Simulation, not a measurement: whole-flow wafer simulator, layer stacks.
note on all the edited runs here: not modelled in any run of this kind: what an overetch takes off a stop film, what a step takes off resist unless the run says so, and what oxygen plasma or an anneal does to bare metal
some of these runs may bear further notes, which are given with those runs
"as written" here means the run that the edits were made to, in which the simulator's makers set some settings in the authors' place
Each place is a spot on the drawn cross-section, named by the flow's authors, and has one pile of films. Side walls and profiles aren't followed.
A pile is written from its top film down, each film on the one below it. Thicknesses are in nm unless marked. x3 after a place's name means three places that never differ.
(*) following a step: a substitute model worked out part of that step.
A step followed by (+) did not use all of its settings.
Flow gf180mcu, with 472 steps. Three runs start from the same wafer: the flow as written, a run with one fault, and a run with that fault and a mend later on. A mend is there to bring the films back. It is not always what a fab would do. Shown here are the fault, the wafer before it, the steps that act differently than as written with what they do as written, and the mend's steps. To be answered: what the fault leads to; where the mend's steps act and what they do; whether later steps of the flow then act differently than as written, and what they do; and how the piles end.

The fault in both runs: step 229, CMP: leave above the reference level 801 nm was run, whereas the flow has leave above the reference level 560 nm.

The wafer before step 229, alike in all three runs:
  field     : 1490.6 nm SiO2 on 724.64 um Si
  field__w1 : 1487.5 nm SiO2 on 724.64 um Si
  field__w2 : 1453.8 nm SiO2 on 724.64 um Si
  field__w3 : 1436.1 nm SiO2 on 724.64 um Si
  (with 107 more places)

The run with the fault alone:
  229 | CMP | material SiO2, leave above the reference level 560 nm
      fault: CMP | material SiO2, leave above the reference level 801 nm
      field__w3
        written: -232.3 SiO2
        fault: nothing
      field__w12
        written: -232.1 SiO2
        fault: nothing
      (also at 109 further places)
  Steps later in the flow that act otherwise than as written (2 other steps are not shown; they differ only slightly, by no more than 2% or 0.5 nm, whichever is larger):
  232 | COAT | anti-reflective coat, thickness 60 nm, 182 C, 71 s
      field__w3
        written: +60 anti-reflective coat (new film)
        fault: +67.9 anti-reflective coat (new film)
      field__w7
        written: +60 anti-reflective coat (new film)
        fault: +55.2 anti-reflective coat (new film)
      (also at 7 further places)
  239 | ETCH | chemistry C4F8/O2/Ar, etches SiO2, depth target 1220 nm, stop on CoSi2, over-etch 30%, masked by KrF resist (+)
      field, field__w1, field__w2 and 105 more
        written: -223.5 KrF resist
        fault: -244 KrF resist
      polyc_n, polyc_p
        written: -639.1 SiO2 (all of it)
        fault: -880.1 SiO2 (all of it)
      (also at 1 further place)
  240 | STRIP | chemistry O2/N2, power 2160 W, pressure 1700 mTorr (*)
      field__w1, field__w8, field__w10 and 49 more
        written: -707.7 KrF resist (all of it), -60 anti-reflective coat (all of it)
        fault: -687.2 KrF resist (all of it), -60 anti-reflective coat (all of it)
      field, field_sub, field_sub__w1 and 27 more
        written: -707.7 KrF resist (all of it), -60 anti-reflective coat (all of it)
        fault: -687.1 KrF resist (all of it), -60 anti-reflective coat (all of it)
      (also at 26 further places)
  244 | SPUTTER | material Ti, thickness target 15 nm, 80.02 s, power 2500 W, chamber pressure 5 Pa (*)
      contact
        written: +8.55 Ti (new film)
        fault: +7.44 Ti (new film)
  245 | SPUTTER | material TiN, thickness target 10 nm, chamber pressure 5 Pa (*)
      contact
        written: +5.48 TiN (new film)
        fault: +4.79 TiN (new film)
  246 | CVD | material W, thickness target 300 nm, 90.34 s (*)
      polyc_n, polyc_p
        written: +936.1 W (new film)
        fault: +1177.1 W (new film)
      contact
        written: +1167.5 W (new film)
        fault: +1410.3 W (new film)
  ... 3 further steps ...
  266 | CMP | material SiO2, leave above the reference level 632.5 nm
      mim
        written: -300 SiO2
        fault: -283.8 SiO2
  The piles end different from the flow's at field, field__w1, field__w2 and 109 more by more than 2% or 0.5 nm, whichever is larger.
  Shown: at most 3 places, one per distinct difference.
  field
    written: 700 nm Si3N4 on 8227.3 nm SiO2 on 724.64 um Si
    fault: 700 nm Si3N4 on 8468.2 nm SiO2 on 724.64 um Si
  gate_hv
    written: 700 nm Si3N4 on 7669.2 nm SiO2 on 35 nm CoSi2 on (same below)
    fault: 700 nm Si3N4 on 7910.1 nm SiO2 on 35 nm CoSi2 on (same below)
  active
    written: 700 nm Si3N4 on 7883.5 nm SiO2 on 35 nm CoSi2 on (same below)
    fault: 700 nm Si3N4 on 8124.5 nm SiO2 on 35 nm CoSi2 on (same below)

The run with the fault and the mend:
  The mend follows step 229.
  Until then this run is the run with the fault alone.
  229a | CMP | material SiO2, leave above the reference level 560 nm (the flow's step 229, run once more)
      field, field__w1, field__w2 and 105 more
        -241 SiO2
      field__w3
        -232.3 SiO2
      field__w12
        -232.1 SiO2
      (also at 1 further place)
  None of the later steps of the flow acts differently than as written at any place that is followed.
  By the end, the piles equal the flow's at every place that both follow.
